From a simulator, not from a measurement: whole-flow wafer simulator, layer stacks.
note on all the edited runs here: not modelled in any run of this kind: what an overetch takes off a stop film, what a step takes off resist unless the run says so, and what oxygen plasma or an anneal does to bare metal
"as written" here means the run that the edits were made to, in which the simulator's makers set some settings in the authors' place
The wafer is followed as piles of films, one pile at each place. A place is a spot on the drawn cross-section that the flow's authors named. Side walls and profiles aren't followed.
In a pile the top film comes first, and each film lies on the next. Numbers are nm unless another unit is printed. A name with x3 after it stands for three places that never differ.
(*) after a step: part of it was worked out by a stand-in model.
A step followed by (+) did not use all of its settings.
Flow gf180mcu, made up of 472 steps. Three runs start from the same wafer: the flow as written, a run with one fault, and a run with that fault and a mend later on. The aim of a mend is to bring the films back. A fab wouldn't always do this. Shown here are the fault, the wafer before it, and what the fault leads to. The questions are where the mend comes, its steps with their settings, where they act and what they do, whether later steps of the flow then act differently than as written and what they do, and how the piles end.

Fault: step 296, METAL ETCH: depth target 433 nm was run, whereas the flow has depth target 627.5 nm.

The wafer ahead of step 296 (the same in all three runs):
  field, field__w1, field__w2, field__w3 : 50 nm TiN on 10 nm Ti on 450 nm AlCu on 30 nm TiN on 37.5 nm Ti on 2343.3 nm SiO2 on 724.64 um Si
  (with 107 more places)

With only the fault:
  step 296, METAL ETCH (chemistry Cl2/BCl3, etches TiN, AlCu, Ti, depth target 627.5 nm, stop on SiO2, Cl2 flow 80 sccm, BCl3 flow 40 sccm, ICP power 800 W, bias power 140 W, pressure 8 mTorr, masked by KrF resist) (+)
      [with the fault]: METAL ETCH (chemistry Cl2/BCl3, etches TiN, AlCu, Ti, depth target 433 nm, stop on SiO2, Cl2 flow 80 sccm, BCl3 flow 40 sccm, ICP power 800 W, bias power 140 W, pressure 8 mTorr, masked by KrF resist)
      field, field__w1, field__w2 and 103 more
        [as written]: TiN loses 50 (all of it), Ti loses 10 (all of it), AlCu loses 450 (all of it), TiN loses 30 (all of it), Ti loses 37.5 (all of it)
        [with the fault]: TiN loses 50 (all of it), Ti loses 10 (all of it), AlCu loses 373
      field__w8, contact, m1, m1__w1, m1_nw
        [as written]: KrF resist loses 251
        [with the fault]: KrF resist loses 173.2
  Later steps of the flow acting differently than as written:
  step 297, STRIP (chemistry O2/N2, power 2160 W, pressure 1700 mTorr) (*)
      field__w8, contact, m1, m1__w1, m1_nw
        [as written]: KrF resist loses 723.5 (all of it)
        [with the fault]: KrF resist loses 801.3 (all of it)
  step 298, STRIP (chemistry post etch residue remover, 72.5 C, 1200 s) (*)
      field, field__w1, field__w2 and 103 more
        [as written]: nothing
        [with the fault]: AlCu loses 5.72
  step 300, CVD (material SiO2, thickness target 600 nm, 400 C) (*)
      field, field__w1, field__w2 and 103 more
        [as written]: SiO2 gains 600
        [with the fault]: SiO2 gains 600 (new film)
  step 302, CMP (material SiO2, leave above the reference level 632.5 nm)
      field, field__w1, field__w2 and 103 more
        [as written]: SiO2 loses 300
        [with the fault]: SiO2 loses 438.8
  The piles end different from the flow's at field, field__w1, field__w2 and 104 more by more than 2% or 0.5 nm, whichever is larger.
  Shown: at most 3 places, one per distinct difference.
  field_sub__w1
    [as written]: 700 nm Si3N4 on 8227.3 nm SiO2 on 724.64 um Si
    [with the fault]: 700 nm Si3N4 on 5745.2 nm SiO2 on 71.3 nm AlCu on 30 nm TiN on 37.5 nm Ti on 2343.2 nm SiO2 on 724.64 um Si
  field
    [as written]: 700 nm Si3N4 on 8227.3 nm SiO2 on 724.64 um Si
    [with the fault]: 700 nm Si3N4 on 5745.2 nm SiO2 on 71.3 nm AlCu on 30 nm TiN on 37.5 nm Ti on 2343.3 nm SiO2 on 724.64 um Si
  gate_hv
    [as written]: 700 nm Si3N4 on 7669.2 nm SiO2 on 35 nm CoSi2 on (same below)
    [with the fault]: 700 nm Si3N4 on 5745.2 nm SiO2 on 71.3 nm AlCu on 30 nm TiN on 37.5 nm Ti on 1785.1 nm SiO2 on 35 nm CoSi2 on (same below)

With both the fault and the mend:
  The mend stands after step 296.
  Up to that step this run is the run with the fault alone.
  step 296a, METAL ETCH (chemistry Cl2/BCl3, etches TiN, AlCu, Ti, depth target 194.5 nm, stop on SiO2, Cl2 flow 80 sccm, BCl3 flow 40 sccm, ICP power 800 W, bias power 140 W, pressure 8 mTorr, masked by KrF resist) (+) (the flow's step 296 again, with other settings)
      field, field__w1, field__w2 and 103 more
        AlCu loses 77 (all of it), TiN loses 30 (all of it), Ti loses 37.5 (all of it)
      field__w8, contact, m1, m1__w1, m1_nw
        KrF resist loses 77.8
  None of the later steps of the flow acts differently than as written at any place that is followed.
  By the end, the piles equal the flow's at every place that both follow.
